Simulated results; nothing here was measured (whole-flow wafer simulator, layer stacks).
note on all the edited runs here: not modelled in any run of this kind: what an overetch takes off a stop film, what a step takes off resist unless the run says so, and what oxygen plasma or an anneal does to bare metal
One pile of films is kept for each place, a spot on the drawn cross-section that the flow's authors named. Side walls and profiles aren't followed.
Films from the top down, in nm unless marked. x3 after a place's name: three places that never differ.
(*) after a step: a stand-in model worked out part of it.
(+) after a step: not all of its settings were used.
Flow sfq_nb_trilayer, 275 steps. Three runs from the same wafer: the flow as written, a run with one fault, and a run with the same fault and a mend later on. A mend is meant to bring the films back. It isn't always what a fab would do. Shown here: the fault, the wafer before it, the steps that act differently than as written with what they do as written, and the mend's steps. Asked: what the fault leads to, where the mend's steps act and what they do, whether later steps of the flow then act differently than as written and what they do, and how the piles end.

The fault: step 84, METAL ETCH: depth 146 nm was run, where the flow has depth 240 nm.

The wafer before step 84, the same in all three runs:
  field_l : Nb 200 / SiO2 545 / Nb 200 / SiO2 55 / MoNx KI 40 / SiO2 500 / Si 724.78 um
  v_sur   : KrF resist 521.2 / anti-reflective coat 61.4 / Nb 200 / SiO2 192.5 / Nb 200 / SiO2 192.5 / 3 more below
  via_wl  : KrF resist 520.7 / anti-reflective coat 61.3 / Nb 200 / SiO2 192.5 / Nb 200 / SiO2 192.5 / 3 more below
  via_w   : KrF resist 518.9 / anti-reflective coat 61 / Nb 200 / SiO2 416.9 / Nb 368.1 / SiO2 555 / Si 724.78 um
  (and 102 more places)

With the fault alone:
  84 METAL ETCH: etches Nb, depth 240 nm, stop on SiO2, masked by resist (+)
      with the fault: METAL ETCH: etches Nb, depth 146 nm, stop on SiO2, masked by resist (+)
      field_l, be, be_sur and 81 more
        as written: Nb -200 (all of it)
        with the fault: Nb -146
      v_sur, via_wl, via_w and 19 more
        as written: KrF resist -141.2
        with the fault: KrF resist -85.9
  Later steps of the flow that act differently than as written:
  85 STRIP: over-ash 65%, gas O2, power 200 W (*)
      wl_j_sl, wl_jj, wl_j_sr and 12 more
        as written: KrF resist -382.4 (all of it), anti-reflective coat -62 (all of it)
        with the fault: KrF resist -437.7 (all of it), anti-reflective coat -62 (all of it)
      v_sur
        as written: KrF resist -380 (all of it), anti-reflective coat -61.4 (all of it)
        with the fault: KrF resist -435.3 (all of it), anti-reflective coat -61.4 (all of it)
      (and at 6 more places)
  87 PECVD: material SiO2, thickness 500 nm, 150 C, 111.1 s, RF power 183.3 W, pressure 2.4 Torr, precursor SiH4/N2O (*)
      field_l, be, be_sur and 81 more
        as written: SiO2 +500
        with the fault: SiO2 +500 (new film)
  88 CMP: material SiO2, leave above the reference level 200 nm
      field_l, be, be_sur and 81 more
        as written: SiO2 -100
        with the fault: SiO2 -154
  At the end the piles differ from the flow's by more than 2% or 0.5 nm, whichever is larger, at field_l, be, be_sur and 81 more.
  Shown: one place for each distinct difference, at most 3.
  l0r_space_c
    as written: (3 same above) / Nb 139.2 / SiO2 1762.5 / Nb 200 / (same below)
    with the fault: (3 same above) / Nb 139.2 / SiO2 1123.5 / Nb 54 / SiO2 585 / Nb 200 / (same below)
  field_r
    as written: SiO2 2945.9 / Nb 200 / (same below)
    with the fault: SiO2 2306.9 / Nb 54 / SiO2 585 / Nb 200 / (same below)
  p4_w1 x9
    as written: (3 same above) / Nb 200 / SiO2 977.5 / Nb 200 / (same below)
    with the fault: (3 same above) / Nb 200 / SiO2 338.5 / Nb 54 / SiO2 585 / Nb 200 / (same below)

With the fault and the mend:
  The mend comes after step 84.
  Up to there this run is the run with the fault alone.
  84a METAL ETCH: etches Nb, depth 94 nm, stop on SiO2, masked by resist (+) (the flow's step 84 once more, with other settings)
      field_l, be, be_sur and 81 more
        Nb -54 (all of it)
      v_sur, via_wl, via_w and 19 more
        KrF resist -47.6
  Later steps of the flow that act differently than as written:
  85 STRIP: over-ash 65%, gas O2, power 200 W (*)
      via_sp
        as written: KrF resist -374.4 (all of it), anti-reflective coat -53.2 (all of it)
        with the mend: KrF resist -382.1 (all of it), anti-reflective coat -53.2 (all of it)
  At the end the piles are the same as the flow's at every place that both follow.
